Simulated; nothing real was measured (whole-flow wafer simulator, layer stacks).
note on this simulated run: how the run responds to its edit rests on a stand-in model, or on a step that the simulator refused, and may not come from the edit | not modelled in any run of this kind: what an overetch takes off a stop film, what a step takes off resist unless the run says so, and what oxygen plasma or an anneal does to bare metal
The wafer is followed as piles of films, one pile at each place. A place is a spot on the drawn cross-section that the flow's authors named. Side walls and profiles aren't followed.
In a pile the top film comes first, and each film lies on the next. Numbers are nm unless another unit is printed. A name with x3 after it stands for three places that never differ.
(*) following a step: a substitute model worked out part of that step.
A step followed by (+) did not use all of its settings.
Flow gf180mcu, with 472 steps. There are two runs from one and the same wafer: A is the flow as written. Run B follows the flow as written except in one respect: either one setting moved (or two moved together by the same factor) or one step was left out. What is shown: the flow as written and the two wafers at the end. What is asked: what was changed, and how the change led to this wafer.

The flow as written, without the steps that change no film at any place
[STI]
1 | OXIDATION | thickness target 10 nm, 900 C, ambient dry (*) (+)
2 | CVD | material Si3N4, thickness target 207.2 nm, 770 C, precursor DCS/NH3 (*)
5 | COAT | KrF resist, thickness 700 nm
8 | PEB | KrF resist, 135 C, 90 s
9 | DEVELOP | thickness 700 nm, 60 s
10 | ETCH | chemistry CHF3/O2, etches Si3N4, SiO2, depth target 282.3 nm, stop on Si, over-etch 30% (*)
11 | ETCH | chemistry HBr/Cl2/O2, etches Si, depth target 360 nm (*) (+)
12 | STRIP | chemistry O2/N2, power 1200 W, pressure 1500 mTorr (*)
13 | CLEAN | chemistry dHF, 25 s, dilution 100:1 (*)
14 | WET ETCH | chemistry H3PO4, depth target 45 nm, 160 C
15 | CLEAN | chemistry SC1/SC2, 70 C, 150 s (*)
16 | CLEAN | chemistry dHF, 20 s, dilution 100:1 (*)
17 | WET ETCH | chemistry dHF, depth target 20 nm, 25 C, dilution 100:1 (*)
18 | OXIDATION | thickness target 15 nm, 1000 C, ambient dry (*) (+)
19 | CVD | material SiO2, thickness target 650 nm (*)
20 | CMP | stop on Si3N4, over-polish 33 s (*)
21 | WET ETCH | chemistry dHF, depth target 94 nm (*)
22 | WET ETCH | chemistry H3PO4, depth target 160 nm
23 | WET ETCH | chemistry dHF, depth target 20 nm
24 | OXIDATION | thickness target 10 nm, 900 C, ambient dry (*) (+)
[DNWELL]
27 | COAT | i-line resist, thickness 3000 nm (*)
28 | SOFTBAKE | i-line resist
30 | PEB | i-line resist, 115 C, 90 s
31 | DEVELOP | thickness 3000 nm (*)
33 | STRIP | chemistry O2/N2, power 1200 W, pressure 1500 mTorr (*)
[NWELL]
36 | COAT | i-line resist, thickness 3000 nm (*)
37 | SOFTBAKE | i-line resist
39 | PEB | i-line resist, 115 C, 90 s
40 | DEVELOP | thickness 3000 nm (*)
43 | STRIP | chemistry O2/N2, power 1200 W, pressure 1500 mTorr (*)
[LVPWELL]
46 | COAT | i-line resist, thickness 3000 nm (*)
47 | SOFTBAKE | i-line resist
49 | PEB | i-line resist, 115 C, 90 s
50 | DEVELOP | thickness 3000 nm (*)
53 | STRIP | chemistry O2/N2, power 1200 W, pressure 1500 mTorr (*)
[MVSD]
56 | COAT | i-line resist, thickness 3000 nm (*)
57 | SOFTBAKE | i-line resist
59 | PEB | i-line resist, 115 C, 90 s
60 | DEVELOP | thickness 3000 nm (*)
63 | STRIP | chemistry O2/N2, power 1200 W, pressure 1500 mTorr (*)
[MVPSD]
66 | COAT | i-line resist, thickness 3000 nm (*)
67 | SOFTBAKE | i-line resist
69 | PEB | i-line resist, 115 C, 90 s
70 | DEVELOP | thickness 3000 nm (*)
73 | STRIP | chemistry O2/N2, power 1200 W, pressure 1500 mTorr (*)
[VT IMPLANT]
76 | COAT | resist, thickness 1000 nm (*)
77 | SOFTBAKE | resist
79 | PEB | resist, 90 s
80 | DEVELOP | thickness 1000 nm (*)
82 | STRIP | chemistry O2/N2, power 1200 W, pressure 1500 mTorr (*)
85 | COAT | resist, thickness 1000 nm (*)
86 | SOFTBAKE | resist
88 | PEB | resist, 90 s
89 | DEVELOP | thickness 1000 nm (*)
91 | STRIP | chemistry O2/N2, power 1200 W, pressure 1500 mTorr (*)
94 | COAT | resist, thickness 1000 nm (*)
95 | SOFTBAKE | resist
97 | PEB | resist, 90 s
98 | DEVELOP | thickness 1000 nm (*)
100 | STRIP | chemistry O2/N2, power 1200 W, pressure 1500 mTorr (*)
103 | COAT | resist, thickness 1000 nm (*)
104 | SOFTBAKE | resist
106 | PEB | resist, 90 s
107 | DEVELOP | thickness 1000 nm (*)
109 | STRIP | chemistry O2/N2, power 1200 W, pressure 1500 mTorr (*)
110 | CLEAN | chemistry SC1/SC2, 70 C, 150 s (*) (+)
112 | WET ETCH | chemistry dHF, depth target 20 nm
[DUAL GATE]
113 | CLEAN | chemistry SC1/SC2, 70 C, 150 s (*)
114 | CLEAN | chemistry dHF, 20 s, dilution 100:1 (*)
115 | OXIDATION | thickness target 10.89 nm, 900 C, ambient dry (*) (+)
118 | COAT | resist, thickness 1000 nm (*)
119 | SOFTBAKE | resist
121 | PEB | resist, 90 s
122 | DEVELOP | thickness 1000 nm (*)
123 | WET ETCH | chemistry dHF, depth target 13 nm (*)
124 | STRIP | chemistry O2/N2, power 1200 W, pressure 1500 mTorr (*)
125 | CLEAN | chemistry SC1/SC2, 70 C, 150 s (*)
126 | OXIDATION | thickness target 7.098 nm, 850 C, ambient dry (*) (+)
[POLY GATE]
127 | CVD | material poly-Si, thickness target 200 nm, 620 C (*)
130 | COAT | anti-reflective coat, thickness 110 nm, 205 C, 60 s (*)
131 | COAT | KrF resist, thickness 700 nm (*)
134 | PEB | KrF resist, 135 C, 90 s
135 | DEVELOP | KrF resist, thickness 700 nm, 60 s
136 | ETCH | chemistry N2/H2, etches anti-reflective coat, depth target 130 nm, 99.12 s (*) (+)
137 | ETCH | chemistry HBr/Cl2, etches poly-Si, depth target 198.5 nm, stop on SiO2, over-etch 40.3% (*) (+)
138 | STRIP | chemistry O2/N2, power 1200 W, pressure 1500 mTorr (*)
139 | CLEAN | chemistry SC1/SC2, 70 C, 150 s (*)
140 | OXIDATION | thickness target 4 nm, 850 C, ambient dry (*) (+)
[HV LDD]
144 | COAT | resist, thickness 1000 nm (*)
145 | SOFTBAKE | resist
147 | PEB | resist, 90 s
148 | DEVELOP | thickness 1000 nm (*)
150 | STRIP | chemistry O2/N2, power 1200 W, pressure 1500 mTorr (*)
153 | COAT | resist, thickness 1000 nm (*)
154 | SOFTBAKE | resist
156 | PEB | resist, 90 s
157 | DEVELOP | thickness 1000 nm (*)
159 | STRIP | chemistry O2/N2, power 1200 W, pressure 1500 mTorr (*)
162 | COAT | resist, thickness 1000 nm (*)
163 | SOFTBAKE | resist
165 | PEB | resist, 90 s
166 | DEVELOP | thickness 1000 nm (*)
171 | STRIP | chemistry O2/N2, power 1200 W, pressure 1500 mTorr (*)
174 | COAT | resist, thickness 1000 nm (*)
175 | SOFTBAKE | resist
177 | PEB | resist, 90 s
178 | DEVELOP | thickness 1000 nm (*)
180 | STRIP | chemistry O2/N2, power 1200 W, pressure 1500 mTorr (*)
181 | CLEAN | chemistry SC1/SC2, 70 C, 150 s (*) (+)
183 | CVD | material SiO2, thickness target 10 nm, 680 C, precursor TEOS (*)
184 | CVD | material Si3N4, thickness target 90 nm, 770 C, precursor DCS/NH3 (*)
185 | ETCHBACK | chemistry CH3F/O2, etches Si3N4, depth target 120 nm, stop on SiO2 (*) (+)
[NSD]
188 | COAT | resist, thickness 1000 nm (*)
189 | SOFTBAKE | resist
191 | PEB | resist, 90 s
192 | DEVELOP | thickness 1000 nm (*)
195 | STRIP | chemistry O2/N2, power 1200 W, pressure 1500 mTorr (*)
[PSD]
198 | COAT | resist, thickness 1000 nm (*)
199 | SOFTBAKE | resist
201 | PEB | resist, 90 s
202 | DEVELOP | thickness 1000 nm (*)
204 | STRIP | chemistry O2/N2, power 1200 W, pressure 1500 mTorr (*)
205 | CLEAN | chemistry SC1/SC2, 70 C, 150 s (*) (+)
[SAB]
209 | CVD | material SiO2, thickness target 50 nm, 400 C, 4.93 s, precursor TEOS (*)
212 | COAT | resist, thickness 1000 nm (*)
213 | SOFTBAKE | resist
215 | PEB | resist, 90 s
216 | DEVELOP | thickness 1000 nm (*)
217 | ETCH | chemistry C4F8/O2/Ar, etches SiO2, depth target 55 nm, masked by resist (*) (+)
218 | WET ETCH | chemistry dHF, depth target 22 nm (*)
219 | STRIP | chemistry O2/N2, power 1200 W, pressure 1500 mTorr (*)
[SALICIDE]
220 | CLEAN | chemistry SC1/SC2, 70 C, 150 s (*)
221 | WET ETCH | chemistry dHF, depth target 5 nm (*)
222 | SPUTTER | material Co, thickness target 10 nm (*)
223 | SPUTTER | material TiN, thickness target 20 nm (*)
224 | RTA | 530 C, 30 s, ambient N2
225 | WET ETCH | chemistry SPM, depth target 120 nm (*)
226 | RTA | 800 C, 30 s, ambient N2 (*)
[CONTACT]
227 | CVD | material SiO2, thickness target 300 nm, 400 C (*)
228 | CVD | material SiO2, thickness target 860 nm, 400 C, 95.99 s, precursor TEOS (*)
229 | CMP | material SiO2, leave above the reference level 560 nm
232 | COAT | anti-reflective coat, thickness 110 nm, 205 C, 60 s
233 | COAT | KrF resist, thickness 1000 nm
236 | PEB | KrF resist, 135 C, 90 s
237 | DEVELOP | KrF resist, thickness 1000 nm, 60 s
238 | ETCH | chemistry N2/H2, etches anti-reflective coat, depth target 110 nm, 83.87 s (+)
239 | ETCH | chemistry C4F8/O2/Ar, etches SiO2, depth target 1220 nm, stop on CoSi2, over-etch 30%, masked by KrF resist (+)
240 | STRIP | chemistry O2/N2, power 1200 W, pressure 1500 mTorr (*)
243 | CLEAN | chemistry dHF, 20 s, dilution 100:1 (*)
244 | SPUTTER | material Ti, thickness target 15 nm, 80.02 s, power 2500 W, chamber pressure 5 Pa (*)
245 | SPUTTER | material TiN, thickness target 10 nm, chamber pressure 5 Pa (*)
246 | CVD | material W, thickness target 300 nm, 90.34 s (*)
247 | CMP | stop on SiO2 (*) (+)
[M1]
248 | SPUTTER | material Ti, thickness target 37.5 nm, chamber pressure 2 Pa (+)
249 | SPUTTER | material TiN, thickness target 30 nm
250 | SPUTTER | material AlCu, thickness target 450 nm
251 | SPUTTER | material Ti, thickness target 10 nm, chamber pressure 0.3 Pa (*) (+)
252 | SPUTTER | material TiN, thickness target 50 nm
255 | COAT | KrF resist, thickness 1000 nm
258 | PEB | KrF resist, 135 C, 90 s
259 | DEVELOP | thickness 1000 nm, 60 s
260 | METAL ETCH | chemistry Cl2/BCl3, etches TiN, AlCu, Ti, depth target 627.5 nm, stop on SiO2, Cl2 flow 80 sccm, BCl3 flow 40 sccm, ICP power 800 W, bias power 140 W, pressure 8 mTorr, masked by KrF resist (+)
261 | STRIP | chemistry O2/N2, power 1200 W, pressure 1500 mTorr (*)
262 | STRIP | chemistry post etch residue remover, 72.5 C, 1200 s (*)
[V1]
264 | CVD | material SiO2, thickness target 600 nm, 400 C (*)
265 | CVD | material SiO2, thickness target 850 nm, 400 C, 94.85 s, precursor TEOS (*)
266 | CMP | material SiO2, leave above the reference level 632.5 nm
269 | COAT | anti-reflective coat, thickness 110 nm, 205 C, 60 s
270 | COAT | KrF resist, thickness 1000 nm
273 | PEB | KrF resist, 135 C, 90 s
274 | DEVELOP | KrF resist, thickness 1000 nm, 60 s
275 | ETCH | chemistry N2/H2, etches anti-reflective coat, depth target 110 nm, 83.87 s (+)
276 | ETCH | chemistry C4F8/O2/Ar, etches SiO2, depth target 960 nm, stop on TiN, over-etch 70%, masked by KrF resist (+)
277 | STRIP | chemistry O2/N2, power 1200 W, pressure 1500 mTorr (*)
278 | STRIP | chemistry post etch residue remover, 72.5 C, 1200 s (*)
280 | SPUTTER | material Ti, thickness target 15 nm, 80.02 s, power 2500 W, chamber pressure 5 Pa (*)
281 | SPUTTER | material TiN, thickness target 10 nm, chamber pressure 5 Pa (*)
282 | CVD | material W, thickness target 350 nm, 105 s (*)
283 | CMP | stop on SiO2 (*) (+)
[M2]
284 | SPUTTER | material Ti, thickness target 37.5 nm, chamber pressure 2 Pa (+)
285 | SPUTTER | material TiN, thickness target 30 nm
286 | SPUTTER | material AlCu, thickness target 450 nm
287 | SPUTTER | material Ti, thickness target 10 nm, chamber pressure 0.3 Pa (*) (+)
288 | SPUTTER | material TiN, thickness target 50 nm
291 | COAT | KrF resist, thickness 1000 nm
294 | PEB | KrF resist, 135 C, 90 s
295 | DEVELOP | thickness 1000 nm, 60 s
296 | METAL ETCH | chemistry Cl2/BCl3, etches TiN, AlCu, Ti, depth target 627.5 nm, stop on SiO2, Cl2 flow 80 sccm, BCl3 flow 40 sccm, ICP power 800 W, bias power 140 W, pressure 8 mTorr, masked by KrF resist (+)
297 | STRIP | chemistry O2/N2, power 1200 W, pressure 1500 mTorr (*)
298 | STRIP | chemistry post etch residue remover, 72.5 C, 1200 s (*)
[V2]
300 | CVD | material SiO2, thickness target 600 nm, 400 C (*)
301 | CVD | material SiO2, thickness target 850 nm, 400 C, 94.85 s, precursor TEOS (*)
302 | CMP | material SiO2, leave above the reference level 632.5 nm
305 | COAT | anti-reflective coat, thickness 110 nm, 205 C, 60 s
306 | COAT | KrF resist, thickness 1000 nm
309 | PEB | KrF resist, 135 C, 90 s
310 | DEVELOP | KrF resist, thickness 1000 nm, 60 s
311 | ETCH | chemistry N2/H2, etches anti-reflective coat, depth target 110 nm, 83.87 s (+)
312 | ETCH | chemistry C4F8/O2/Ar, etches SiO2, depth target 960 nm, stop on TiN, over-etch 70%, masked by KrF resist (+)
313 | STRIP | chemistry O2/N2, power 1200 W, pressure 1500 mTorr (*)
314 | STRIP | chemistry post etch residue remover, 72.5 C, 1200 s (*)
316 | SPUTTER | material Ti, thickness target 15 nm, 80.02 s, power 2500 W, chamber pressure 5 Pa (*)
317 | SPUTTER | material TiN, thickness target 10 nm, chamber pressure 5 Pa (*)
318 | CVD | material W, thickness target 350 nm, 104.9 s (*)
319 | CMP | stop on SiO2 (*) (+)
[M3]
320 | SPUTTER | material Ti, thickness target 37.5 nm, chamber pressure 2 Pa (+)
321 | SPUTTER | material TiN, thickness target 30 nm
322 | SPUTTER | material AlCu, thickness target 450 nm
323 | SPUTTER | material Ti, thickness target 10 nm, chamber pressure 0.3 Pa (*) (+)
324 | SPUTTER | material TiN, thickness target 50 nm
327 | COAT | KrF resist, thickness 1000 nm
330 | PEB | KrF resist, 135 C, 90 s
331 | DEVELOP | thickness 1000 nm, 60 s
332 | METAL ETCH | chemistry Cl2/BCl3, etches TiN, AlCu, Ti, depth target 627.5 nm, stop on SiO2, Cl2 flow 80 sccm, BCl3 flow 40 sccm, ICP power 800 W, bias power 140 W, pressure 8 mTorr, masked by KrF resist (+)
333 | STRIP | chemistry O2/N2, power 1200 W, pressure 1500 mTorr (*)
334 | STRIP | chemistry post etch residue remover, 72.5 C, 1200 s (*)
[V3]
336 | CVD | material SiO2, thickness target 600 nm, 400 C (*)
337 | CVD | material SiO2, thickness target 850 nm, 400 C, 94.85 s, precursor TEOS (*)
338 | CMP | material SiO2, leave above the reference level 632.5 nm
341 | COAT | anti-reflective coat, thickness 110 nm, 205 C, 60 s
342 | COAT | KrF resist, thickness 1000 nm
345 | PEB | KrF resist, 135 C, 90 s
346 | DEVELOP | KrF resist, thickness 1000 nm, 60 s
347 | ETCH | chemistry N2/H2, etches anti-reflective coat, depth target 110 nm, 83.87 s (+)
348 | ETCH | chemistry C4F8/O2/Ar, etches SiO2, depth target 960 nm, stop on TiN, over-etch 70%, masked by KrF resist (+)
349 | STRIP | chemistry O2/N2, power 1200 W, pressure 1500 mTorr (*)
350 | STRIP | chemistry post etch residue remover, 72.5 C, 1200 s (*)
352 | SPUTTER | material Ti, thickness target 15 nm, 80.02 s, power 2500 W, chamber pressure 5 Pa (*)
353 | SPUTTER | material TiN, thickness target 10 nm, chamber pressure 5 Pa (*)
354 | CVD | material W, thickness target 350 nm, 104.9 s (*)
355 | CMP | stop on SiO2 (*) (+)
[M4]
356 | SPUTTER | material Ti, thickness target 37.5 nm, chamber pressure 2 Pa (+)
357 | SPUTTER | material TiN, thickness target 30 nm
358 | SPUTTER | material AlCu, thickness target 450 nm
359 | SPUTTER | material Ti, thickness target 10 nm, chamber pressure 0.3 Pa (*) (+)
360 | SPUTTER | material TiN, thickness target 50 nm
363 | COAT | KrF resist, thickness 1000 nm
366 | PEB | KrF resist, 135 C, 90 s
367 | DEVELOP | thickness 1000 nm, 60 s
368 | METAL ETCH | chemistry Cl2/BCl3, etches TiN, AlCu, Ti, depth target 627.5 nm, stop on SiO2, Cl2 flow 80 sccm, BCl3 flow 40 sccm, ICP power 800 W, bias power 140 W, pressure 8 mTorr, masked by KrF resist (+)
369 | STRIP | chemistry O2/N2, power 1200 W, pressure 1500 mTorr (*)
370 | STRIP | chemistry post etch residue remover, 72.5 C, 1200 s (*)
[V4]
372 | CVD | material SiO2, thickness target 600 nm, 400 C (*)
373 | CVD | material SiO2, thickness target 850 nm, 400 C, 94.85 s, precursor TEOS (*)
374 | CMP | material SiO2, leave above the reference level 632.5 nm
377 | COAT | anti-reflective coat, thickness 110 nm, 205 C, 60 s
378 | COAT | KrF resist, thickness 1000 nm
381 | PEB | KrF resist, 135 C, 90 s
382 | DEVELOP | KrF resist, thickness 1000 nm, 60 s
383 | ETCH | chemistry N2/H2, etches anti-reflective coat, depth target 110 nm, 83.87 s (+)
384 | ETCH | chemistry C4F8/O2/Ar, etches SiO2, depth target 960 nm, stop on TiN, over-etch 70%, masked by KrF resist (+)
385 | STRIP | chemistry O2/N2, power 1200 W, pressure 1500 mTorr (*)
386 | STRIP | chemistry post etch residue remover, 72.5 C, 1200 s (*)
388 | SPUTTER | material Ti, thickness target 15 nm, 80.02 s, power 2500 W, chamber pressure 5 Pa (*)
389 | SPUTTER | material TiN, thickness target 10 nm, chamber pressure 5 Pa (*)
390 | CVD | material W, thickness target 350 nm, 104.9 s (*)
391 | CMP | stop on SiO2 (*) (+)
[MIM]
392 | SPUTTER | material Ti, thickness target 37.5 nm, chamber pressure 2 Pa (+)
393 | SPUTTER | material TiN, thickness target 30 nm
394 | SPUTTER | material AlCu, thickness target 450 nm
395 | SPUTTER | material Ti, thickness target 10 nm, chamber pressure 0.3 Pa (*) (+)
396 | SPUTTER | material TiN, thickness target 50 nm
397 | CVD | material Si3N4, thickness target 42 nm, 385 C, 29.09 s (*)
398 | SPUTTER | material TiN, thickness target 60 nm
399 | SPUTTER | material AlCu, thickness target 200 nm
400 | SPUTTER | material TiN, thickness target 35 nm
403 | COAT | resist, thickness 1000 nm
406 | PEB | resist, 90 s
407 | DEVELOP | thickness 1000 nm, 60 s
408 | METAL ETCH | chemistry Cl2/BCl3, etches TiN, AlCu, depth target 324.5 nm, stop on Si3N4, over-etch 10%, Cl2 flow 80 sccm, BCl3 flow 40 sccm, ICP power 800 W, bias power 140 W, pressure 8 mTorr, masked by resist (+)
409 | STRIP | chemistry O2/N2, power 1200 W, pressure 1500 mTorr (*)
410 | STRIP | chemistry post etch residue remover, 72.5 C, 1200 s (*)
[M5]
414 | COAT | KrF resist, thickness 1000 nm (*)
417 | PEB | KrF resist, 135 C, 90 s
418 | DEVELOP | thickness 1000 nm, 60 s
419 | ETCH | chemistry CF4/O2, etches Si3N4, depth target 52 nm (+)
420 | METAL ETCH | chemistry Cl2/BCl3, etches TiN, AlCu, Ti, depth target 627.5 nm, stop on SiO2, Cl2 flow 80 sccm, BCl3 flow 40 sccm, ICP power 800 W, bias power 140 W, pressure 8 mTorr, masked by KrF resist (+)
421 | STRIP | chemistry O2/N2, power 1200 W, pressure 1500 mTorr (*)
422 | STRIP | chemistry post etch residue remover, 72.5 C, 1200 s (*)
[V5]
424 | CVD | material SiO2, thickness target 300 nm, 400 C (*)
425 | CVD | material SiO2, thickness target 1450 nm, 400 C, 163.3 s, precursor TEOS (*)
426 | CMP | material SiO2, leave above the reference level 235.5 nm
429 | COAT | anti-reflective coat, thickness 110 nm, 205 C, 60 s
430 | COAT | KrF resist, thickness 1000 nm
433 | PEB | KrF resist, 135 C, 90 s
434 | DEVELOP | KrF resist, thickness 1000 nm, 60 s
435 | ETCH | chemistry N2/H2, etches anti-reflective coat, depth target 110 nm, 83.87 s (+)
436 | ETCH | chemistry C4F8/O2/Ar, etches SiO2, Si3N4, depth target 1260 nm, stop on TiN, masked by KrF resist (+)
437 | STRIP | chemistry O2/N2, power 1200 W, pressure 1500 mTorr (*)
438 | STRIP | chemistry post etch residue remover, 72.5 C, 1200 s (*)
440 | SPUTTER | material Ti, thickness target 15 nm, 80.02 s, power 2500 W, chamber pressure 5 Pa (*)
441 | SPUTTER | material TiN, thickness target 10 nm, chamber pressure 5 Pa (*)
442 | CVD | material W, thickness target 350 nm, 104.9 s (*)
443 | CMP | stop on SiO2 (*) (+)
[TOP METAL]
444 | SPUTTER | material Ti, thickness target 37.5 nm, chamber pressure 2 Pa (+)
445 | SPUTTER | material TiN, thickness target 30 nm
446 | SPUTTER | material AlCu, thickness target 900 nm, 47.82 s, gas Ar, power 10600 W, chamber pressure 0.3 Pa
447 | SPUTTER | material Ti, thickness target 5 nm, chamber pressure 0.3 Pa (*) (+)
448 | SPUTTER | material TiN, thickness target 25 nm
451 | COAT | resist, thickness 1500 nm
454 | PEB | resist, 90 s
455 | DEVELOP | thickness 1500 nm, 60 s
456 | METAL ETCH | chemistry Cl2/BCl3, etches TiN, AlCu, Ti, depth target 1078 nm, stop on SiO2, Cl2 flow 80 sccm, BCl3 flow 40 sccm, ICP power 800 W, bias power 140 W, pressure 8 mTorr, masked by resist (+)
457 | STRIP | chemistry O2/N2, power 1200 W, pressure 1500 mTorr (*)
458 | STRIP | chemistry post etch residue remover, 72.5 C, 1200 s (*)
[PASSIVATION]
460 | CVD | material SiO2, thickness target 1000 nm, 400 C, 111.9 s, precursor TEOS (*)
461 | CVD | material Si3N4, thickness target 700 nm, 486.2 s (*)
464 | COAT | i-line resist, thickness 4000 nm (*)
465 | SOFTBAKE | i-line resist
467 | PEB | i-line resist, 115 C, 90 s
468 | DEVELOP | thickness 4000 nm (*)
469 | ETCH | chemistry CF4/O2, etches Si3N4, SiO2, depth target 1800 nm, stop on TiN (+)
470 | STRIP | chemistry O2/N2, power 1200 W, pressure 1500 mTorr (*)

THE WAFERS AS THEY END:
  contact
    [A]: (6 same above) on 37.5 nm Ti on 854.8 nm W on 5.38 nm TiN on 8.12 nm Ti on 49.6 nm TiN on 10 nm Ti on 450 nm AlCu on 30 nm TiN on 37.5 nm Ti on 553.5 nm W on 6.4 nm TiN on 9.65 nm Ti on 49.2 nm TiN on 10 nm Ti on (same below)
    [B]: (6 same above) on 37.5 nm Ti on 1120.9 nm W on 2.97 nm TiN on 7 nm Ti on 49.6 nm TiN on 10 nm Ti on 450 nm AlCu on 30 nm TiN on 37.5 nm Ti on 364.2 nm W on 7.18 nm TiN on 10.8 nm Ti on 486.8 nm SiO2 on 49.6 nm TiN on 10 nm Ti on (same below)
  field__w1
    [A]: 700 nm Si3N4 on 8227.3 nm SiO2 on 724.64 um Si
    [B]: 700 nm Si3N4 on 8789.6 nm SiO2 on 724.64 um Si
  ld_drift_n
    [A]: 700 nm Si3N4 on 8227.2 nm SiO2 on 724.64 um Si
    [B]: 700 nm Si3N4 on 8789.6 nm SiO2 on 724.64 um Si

Cause: step 374, CMP: material SiO2, leave above the reference level 632.5 nm, was omitted.

The path from the change to this, step by step:
  377 | COAT | anti-reflective coat, thickness 110 nm, 205 C, 60 s
      field__w3, p_well, sti, spacer, sd_n, mim_1p0, pad, dice_street: A anti-reflective coat gains 110 (new film) | B anti-reflective coat gains 113.7 (new film)
      field__w6, ld_sd_n: A anti-reflective coat gains 110 (new film) | B anti-reflective coat gains 116.8 (new film)
      (also at 36 further places)
  378 | COAT | KrF resist, thickness 1000 nm
      field: A KrF resist gains 1000 (new film) | B KrF resist gains 855.8 (new film)
      field__w5: A KrF resist gains 1000 (new film) | B KrF resist gains 1035.8 (new film)
      (also at 26 further places)
  381 | PEB | KrF resist, 135 C, 90 s
      polyc_n, polyc_n_rim: A KrF resist loses 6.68 | B KrF resist loses 11.3
      field: A KrF resist loses 6.68 | B KrF resist loses 5.01
      (also at 16 further places)
  382 | DEVELOP | KrF resist, thickness 1000 nm, 60 s
      contact: A KrF resist loses 993.3 (all of it) | B KrF resist loses 682.8 (all of it)
  383 | ETCH | chemistry N2/H2, etches anti-reflective coat, depth target 110 nm, 83.87 s (+)
      contact: A anti-reflective coat loses 110 (all of it), SiO2 loses 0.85 | B anti-reflective coat loses 17.3 (all of it), SiO2 loses 3.22
  384 | ETCH | chemistry C4F8/O2/Ar, etches SiO2, depth target 960 nm, stop on TiN, over-etch 70%, masked by KrF resist (+)
      contact: A SiO2 loses 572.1 (all of it) | B SiO2 loses 960
  385 | STRIP | chemistry O2/N2, power 1200 W, pressure 1500 mTorr (*)
      p_well, sti, spacer, sd_n, mim_1p0, pad, dice_street: A KrF resist loses 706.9 (all of it), anti-reflective coat loses 110 (all of it) | B KrF resist loses 707.6 (all of it), anti-reflective coat loses 113.7 (all of it)
      field: A KrF resist loses 706.9 (all of it), anti-reflective coat loses 110 (all of it) | B KrF resist loses 564.4 (all of it), anti-reflective coat loses 428.4 (all of it)
      (also at 40 further places)
  388 | SPUTTER | material Ti, thickness target 15 nm, 80.02 s, power 2500 W, chamber pressure 5 Pa (*)
      contact: A Ti gains 9.65 (new film) | B Ti gains 10.8 (new film)
  389 | SPUTTER | material TiN, thickness target 10 nm, chamber pressure 5 Pa (*)
      contact: A TiN gains 6.4 (new film) | B TiN gains 7.18 (new film)
  390 | CVD | material W, thickness target 350 nm, 104.9 s (*)
      contact: A W gains 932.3 (new film) | B W gains 743.2 (new film)
  391 | CMP | stop on SiO2 (*) (+)
      field__w8, m1, m1__w1, m1_nw: A W loses 350 (all of it), TiN loses 10 (all of it), Ti loses 15 (all of it), SiO2 loses 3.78 | B W loses 350 (all of it), TiN loses 10 (all of it), Ti loses 15 (all of it), SiO2 loses 23.6
  395 | SPUTTER | material Ti, thickness target 10 nm, chamber pressure 0.3 Pa (*) (+)
      field__w5: A Ti gains 10 (new film) | B Ti gains 9.2 (new film)
  403 | COAT | resist, thickness 1000 nm
      field: A resist gains 1000 (new film) | B resist gains 1110.5 (new film)
      field__w8: A resist gains 1000 (new film) | B resist gains 557.5 (new film)
      (also at 11 further places)
  404 | SOFTBAKE | resist
      field: A nothing | B resist loses 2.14
      field__w8: A nothing | B resist loses 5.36
      (also at 16 further places)
  406 | PEB | resist, 90 s
      gate_p, polyc_p_rim: A resist loses 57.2 | B resist loses 59.6
      field: A resist loses 57.2 | B resist loses 63.8
      (also at 11 further places)
  407 | DEVELOP | thickness 1000 nm, 60 s
      field: A resist loses 942.8 (all of it) | B resist loses 1044.6 (all of it)
      field__w8: A resist loses 942.8 (all of it) | B resist loses 521.7 (all of it)
      (also at 12 further places)
  ... 10 further steps ...
  443 | CMP | stop on SiO2 (*) (+)
      field__w2, field__w3, field__w12 and 6 more: A W loses 350 (all of it), TiN loses 10 (all of it), Ti loses 15 (all of it), SiO2 loses 3.78 | B W loses 350 (all of it), TiN loses 10 (all of it), Ti loses 15 (all of it), SiO2 loses 0.89
If metal films that touch count as one body, contact has 2 bodies (between them, from the top down: SiO2 486.8); the flow as written gives 1 body.
